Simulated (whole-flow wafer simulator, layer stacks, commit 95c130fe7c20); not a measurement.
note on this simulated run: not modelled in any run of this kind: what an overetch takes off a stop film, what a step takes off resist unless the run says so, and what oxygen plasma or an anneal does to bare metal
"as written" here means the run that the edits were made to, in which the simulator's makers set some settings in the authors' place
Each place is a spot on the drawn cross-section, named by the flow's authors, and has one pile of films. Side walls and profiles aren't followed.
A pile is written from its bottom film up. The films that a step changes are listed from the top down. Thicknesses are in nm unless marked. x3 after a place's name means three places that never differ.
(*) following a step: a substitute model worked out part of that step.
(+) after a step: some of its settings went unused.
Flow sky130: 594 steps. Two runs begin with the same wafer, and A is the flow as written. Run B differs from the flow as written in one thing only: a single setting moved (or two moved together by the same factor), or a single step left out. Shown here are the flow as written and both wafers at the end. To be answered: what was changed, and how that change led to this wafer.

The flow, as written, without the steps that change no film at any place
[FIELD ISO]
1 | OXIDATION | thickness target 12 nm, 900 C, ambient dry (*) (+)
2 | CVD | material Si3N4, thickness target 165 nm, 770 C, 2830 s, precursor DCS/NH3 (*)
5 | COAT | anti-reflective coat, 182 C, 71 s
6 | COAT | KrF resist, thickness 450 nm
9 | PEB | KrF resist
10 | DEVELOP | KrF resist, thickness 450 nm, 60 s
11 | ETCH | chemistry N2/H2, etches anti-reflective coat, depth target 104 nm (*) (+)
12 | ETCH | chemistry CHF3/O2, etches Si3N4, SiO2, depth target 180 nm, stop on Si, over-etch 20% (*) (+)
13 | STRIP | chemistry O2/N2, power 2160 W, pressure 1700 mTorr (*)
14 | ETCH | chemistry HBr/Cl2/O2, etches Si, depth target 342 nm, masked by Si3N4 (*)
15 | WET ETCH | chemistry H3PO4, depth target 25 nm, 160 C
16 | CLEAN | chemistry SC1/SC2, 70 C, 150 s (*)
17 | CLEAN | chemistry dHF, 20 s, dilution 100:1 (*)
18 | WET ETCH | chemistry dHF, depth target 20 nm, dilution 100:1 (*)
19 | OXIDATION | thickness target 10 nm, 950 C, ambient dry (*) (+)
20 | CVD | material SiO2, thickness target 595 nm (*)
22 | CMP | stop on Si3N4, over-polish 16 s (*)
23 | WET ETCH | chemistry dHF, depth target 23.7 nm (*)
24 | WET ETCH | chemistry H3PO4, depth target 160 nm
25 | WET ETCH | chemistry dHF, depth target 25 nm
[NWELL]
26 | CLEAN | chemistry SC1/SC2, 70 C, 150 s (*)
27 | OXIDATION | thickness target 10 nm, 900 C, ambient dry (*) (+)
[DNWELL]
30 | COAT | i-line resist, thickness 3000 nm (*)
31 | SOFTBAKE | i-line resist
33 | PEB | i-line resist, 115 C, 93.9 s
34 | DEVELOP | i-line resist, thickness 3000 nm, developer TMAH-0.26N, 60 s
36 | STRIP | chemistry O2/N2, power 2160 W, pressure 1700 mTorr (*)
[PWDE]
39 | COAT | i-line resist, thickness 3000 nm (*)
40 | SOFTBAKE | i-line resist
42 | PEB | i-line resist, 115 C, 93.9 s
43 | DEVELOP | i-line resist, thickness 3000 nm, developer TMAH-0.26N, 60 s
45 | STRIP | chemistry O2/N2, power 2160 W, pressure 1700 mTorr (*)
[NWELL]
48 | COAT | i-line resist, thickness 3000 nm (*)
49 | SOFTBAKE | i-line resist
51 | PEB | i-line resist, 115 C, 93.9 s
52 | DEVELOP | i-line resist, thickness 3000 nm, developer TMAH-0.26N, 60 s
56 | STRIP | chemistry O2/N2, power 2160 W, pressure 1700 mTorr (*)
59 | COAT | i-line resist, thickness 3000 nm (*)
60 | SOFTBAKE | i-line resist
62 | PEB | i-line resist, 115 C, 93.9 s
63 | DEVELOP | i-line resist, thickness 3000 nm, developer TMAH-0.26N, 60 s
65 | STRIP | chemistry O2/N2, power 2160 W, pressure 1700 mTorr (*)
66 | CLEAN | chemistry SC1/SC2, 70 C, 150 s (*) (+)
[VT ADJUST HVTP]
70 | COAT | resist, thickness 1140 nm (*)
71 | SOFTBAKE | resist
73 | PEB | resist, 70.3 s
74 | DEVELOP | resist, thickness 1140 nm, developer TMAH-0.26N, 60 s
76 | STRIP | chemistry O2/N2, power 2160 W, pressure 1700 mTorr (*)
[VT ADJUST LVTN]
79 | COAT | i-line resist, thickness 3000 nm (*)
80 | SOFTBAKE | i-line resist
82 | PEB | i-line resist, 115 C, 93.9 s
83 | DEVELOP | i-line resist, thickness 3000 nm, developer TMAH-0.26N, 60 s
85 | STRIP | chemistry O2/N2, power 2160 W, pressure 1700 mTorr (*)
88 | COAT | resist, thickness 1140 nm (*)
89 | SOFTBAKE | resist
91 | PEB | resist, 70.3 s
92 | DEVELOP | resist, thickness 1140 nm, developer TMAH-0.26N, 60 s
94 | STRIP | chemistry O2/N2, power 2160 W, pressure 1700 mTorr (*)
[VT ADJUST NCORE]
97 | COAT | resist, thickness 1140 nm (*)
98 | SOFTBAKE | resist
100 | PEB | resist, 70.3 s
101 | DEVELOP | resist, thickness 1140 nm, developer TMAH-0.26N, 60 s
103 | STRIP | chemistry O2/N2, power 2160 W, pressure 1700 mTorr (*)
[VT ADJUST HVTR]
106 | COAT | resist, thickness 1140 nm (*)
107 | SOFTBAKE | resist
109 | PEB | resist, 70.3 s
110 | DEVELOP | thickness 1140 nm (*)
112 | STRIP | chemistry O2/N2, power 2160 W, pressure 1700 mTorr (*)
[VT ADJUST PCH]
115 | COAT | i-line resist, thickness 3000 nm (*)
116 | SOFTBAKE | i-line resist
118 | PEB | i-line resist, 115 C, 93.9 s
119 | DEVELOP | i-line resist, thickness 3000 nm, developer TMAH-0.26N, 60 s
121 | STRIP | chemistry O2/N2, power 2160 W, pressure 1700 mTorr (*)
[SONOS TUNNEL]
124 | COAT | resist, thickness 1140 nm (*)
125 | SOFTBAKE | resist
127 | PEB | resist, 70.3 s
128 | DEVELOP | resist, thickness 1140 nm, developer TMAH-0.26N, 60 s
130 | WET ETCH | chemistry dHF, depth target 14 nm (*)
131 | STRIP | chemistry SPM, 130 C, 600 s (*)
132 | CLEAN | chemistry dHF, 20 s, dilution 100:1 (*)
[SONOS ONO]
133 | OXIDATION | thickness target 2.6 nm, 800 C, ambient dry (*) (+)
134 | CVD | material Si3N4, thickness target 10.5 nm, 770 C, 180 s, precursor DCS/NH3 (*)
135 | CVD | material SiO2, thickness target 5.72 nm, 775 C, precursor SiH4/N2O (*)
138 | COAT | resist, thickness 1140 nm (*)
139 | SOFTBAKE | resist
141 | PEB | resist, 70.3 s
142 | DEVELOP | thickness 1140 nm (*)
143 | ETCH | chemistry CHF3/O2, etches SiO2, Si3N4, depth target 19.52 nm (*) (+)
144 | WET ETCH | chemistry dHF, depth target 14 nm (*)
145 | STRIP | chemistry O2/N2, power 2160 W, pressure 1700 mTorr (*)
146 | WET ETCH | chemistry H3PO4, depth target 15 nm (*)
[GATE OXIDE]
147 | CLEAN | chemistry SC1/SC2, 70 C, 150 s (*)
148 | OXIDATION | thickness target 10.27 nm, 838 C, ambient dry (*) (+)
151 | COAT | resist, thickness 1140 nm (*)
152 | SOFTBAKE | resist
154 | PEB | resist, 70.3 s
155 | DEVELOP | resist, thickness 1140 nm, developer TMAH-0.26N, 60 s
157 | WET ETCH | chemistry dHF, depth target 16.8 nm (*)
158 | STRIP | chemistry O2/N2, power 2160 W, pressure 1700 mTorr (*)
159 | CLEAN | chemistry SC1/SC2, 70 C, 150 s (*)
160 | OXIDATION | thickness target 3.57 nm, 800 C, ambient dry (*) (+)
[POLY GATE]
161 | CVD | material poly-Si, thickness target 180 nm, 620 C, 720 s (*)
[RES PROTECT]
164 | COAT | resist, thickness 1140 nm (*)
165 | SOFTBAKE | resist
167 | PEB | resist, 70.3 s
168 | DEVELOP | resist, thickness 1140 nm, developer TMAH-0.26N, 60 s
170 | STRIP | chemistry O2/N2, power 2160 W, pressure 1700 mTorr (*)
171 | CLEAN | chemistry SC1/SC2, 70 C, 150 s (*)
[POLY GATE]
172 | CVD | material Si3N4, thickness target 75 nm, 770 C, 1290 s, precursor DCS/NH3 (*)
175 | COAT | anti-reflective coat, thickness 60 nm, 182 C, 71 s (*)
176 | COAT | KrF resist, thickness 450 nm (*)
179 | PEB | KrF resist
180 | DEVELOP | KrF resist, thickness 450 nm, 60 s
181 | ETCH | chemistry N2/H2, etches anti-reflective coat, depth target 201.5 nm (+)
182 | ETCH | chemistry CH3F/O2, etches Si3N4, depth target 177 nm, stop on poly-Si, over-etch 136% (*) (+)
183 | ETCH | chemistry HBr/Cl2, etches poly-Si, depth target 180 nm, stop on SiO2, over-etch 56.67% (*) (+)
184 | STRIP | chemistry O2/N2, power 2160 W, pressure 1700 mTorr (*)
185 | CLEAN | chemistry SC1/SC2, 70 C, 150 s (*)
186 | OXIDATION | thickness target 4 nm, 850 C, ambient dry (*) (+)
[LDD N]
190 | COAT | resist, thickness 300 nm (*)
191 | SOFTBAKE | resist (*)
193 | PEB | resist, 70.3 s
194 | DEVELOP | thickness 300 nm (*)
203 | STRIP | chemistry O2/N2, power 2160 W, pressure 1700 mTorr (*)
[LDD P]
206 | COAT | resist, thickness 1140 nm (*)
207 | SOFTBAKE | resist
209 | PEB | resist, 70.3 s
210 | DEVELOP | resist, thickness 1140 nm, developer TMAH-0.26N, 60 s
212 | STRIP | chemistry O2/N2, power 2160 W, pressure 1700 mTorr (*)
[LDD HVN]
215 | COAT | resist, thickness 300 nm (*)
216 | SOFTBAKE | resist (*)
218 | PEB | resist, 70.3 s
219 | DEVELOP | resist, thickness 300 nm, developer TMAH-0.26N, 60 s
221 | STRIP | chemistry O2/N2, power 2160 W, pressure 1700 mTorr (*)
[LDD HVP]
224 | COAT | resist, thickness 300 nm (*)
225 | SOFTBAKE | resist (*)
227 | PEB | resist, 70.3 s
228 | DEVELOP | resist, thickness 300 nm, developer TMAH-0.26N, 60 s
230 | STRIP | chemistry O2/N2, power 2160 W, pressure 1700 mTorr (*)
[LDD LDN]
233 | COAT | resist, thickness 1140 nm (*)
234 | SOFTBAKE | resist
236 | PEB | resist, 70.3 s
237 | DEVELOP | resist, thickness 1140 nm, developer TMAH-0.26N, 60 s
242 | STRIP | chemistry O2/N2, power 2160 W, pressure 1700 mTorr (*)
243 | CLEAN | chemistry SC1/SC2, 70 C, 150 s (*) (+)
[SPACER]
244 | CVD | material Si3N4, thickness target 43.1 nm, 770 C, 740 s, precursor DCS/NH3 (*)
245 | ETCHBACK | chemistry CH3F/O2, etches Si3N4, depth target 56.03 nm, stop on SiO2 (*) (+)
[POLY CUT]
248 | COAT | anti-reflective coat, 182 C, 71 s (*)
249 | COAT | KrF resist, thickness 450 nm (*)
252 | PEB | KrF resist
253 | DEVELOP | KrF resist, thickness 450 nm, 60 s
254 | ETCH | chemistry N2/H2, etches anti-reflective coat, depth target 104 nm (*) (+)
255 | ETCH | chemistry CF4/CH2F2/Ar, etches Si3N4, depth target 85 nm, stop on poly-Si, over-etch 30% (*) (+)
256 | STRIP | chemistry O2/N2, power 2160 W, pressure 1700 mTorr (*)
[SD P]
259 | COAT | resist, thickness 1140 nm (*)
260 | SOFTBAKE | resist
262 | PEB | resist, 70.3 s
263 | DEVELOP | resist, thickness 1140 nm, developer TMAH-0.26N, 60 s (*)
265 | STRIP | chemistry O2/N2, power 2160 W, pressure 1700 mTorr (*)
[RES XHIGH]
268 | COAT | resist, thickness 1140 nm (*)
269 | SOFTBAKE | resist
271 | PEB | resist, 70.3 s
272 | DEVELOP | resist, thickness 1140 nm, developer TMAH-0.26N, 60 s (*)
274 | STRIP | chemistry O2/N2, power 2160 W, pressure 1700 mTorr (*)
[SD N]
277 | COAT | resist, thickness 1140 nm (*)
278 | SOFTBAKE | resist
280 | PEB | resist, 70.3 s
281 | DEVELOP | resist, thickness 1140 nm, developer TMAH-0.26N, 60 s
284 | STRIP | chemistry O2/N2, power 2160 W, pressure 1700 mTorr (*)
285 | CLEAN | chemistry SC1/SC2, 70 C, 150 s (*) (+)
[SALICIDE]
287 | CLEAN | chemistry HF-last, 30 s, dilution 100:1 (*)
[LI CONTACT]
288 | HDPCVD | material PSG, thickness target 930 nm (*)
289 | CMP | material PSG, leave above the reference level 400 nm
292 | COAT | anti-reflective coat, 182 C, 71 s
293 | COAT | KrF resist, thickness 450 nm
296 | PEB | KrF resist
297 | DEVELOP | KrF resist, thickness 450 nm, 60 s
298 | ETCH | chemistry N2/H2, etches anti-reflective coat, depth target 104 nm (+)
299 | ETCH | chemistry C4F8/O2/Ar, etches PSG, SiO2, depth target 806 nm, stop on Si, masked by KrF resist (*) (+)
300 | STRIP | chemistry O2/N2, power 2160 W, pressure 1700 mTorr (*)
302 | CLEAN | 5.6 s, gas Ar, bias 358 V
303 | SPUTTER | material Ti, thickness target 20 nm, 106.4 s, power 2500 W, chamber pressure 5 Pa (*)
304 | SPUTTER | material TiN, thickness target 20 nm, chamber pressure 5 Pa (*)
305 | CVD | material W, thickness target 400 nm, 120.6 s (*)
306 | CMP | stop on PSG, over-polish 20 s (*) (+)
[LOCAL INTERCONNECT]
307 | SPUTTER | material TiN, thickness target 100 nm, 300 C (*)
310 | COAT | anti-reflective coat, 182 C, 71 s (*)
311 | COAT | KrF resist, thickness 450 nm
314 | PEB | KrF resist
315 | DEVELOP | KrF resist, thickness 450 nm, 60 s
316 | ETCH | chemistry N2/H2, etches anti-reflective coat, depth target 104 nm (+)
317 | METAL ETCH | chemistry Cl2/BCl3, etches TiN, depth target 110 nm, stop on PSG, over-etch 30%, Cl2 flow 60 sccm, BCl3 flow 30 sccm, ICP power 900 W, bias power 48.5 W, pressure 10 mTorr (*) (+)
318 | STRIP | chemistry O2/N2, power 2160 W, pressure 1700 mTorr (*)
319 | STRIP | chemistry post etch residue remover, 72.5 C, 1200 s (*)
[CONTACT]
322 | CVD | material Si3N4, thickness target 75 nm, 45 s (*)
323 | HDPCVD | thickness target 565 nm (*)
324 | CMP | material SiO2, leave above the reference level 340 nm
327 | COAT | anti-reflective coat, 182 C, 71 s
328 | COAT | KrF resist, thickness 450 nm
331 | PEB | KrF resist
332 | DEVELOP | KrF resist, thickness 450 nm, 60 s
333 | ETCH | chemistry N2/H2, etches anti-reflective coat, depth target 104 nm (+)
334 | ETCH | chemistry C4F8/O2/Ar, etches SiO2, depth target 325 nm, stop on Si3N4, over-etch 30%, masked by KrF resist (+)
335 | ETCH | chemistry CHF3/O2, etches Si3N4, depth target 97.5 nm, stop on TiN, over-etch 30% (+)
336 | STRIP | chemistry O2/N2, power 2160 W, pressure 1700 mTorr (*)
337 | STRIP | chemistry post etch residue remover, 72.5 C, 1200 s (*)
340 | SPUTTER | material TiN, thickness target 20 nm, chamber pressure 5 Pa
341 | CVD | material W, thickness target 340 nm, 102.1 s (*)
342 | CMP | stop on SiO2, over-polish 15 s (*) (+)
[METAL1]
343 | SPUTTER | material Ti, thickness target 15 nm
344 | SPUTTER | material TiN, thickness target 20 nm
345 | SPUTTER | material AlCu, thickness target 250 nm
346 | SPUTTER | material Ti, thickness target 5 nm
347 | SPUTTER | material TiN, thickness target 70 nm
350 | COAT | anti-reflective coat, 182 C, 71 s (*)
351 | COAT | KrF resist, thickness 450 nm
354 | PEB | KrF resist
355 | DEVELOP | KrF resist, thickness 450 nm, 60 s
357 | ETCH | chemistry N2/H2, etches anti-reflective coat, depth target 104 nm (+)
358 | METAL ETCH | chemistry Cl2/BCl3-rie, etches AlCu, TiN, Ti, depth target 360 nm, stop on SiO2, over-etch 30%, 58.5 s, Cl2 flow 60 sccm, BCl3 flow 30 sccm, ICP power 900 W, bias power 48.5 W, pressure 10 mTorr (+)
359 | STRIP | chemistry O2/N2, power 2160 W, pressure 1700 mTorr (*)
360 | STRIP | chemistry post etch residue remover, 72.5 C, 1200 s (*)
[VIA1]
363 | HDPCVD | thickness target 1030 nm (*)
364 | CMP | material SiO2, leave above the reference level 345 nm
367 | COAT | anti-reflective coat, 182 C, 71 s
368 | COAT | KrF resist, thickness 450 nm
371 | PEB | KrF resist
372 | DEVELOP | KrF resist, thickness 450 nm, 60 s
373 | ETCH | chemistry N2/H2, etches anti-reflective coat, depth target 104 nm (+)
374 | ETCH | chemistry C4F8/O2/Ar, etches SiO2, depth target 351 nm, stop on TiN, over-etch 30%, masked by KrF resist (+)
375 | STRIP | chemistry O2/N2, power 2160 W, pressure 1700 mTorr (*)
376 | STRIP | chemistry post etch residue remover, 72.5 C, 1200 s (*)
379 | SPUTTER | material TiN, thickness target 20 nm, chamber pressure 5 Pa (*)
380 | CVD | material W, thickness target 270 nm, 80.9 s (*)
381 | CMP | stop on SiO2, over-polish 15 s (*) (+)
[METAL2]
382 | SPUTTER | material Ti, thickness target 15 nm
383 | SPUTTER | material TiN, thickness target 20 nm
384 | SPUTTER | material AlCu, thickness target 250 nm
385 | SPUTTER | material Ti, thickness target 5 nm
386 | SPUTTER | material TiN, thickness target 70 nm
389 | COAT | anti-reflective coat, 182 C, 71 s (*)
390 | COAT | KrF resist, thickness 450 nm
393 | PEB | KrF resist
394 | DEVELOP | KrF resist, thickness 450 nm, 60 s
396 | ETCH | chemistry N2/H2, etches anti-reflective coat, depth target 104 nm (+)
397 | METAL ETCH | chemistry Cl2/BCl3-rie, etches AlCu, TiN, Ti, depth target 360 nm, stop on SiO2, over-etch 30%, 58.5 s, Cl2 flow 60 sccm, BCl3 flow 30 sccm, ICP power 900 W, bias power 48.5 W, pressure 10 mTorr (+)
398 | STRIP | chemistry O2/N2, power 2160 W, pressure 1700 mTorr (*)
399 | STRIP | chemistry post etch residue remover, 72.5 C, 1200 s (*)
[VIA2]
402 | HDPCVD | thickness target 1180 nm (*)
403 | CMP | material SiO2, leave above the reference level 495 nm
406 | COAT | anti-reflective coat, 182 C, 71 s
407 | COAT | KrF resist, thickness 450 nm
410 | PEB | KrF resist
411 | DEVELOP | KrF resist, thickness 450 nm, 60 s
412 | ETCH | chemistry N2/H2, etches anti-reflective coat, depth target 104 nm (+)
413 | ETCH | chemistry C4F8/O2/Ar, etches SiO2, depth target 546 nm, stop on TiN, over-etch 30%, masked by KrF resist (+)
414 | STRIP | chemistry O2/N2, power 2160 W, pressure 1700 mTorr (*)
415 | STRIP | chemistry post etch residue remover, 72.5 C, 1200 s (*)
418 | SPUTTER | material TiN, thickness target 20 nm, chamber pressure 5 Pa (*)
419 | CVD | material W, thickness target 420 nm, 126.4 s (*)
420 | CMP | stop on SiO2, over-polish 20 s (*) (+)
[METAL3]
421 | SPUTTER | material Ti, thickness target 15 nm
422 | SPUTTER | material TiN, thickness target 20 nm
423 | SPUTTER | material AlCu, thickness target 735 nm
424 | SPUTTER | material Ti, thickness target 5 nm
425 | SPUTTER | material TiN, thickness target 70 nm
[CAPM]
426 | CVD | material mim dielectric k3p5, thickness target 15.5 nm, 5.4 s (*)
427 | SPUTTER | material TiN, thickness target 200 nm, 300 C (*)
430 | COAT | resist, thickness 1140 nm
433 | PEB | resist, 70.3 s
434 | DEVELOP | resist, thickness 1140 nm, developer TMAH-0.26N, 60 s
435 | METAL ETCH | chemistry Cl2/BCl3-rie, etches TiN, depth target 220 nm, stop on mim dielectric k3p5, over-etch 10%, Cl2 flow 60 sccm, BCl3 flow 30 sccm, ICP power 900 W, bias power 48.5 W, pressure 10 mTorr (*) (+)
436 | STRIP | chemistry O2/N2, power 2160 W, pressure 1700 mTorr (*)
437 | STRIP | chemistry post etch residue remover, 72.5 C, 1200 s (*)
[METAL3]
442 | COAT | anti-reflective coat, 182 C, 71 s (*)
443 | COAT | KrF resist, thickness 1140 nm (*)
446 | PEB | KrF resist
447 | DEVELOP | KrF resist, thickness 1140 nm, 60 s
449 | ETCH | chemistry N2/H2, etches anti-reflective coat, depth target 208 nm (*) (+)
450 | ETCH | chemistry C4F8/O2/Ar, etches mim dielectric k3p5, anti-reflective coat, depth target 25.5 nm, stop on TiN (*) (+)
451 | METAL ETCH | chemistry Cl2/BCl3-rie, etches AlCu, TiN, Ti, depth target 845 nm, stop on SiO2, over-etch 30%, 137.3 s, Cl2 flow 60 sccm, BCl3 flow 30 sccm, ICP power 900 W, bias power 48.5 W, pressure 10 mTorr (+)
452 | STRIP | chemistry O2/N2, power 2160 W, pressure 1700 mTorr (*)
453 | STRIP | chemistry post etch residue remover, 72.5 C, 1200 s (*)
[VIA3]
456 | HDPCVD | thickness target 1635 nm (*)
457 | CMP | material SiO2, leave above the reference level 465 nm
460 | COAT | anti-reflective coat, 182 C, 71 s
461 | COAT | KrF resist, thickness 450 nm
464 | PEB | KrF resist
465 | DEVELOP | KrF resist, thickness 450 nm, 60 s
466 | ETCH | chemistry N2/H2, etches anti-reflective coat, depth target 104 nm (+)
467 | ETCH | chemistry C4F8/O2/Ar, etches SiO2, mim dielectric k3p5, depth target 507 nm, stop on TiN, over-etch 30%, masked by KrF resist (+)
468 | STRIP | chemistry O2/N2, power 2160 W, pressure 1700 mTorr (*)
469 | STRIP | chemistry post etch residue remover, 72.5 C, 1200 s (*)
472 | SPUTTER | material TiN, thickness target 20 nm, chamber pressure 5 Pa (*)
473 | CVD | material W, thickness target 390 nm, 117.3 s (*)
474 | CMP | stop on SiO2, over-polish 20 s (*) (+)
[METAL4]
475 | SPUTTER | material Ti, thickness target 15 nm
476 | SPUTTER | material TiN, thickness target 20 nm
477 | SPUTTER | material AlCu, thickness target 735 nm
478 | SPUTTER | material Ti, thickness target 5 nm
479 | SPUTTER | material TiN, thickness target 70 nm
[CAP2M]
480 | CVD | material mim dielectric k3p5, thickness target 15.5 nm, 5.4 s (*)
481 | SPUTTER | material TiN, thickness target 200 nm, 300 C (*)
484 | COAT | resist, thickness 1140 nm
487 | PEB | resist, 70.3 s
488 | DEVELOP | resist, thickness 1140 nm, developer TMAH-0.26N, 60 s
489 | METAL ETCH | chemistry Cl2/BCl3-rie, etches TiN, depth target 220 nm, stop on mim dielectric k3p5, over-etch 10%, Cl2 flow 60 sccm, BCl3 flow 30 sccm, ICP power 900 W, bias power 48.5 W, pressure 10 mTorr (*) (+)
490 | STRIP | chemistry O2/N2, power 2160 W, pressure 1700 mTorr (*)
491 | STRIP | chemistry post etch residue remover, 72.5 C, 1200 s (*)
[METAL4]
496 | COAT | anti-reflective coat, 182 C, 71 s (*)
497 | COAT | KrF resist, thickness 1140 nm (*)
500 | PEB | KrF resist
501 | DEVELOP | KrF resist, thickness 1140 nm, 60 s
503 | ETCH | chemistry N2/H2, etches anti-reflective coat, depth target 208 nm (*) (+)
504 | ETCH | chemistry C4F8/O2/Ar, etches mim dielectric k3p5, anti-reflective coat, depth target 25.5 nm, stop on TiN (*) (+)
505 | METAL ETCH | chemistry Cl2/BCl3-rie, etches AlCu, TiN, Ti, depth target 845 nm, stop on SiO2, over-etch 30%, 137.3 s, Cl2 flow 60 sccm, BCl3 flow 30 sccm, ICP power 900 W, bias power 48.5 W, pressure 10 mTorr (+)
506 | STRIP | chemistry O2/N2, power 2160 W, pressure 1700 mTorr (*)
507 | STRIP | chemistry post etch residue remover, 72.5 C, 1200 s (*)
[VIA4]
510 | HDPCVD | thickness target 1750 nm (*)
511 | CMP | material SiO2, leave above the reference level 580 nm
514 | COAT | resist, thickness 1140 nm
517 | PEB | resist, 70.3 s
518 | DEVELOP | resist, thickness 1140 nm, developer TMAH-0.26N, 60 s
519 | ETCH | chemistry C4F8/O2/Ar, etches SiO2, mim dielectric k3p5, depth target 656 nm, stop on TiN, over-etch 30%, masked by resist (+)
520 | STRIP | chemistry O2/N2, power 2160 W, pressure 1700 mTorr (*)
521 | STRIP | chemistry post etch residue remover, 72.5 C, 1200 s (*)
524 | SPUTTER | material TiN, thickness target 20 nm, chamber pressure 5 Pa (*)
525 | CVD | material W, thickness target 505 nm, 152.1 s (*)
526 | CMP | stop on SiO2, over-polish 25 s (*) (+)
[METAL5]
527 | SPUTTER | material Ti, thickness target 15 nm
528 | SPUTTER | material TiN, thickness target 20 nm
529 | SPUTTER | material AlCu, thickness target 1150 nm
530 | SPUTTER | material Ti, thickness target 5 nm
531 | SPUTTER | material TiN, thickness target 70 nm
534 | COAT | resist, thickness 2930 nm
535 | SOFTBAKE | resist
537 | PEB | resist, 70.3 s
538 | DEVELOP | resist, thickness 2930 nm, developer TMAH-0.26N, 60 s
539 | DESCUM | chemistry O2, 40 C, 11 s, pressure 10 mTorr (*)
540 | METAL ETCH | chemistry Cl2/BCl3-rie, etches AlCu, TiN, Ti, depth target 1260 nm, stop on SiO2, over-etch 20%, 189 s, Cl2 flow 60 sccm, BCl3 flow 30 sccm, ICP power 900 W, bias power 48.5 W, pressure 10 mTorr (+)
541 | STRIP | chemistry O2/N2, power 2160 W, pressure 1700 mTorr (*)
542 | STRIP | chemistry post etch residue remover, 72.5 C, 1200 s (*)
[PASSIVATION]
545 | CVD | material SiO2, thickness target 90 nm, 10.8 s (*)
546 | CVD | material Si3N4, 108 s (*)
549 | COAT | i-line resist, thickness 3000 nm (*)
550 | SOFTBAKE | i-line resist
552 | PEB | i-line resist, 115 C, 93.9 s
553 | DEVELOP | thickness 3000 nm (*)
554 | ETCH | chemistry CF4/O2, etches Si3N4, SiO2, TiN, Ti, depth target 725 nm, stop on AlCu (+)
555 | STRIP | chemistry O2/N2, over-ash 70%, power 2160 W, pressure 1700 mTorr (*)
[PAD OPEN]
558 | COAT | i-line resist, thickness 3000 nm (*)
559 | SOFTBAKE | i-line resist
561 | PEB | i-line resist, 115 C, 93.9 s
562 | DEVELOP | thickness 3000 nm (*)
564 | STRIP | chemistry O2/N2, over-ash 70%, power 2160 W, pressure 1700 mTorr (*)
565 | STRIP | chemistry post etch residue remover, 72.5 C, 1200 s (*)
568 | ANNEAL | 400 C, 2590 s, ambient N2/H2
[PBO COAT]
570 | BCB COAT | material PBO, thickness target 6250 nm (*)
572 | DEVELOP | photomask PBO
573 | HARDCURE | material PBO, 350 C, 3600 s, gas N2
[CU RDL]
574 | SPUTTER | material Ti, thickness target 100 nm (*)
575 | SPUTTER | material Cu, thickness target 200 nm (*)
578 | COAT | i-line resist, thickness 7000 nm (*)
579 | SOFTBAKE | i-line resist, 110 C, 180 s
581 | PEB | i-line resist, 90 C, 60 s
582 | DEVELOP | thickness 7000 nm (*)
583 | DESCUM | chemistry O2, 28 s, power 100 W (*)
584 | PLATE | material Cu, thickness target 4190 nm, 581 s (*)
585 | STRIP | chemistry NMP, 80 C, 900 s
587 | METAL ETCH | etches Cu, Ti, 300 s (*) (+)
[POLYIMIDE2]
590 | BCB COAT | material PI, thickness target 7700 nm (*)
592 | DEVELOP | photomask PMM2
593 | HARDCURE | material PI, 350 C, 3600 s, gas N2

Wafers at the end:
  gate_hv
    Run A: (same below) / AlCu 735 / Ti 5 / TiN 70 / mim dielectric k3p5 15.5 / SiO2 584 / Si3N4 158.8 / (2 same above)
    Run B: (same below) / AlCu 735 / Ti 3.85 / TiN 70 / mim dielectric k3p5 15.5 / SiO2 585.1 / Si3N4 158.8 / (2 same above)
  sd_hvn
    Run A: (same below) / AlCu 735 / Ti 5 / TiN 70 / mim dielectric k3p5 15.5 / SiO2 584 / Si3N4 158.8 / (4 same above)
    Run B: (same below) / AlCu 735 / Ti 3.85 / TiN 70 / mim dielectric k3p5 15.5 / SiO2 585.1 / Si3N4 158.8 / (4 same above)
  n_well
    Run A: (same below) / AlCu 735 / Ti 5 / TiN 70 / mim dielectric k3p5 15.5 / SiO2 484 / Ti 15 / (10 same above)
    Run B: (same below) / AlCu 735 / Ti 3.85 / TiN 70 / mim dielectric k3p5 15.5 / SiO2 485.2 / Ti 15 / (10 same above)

The reason: step 478, SPUTTER: thickness target 3.85 nm was run, while the flow as written has thickness target 5 nm.
The wafer lets one read it off: gate_hv has Ti 3.85, and step 478 as written asks for 5 nm.

Step by step, how the change led to this:
  478 | SPUTTER | material Ti, thickness target 5 nm
      field, active, n_well and 189 more: A Ti gains 5 (new film) | B Ti gains 3.85 (new film)
  505 | METAL ETCH | chemistry Cl2/BCl3-rie, etches AlCu, TiN, Ti, depth target 845 nm, stop on SiO2, over-etch 30%, 137.3 s, Cl2 flow 60 sccm, BCl3 flow 30 sccm, ICP power 900 W, bias power 48.5 W, pressure 10 mTorr (+)
      field, gate, spacer and 68 more: A TiN loses 70 (all of it), Ti loses 5 (all of it), AlCu loses 735 (all of it), TiN loses 20 (all of it), Ti loses 15 (all of it), SiO2 loses 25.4 | B TiN loses 70 (all of it), Ti loses 3.85 (all of it), AlCu loses 735 (all of it), TiN loses 20 (all of it), Ti loses 15 (all of it), SiO2 loses 25.5
      active, vpp_iso1, mim_edge_plate and 14 more: A TiN loses 70 (all of it), Ti loses 5 (all of it), AlCu loses 735 (all of it), TiN loses 20 (all of it), Ti loses 15 (all of it), SiO2 loses 25.3 | B TiN loses 70 (all of it), Ti loses 3.85 (all of it), AlCu loses 735 (all of it), TiN loses 20 (all of it), Ti loses 15 (all of it), SiO2 loses 25.5
